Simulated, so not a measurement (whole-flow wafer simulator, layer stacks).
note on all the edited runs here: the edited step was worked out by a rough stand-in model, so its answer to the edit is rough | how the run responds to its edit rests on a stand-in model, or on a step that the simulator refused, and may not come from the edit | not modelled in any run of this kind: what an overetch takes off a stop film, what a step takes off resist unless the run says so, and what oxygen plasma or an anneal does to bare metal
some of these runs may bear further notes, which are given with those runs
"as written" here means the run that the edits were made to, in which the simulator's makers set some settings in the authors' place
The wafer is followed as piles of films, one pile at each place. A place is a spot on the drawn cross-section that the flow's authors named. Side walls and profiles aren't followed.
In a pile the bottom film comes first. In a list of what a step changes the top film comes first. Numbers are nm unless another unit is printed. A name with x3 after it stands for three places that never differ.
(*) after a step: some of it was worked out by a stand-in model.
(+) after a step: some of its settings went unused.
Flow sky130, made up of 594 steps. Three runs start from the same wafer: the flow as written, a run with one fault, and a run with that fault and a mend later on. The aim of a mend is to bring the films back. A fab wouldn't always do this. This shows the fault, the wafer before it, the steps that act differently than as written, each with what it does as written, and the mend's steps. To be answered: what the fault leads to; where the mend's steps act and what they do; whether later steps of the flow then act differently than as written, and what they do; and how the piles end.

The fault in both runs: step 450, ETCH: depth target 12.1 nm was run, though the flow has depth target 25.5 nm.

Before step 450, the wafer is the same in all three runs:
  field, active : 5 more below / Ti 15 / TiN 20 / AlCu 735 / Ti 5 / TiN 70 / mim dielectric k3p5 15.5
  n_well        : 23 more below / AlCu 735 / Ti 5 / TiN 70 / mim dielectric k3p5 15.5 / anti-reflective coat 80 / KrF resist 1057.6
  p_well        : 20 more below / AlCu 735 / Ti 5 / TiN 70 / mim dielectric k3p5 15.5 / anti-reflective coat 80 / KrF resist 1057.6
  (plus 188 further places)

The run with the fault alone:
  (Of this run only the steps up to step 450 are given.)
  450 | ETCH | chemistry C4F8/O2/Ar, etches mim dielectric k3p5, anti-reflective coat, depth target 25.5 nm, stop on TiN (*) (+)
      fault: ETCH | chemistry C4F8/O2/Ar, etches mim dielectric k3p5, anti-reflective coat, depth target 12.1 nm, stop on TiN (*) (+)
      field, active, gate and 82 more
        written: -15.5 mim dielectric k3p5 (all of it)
        fault: -12.1 mim dielectric k3p5
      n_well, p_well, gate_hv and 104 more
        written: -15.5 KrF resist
        fault: -8.07 KrF resist
  Once step 450 is done, the piles at field, active, gate and 82 more depart from the flow's by more than 2% or 0.5 nm, whichever is larger.
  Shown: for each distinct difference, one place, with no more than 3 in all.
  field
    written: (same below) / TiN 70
    fault: (same below) / TiN 70 / mim dielectric k3p5 3.4

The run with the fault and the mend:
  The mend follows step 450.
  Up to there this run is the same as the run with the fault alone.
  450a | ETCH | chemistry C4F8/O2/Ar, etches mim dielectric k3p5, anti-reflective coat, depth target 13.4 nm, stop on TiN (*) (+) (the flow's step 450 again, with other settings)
      n_well, p_well, gate_hv and 104 more
        -3.4 KrF resist
      field, active, gate and 82 more
        -3.4 mim dielectric k3p5 (all of it)
  Later steps of the flow that are run all act as written at every place that is followed, up to a difference of at most 2% or 0.5 nm, whichever is larger.
  The piles end the same as the flow's at every place that both follow.
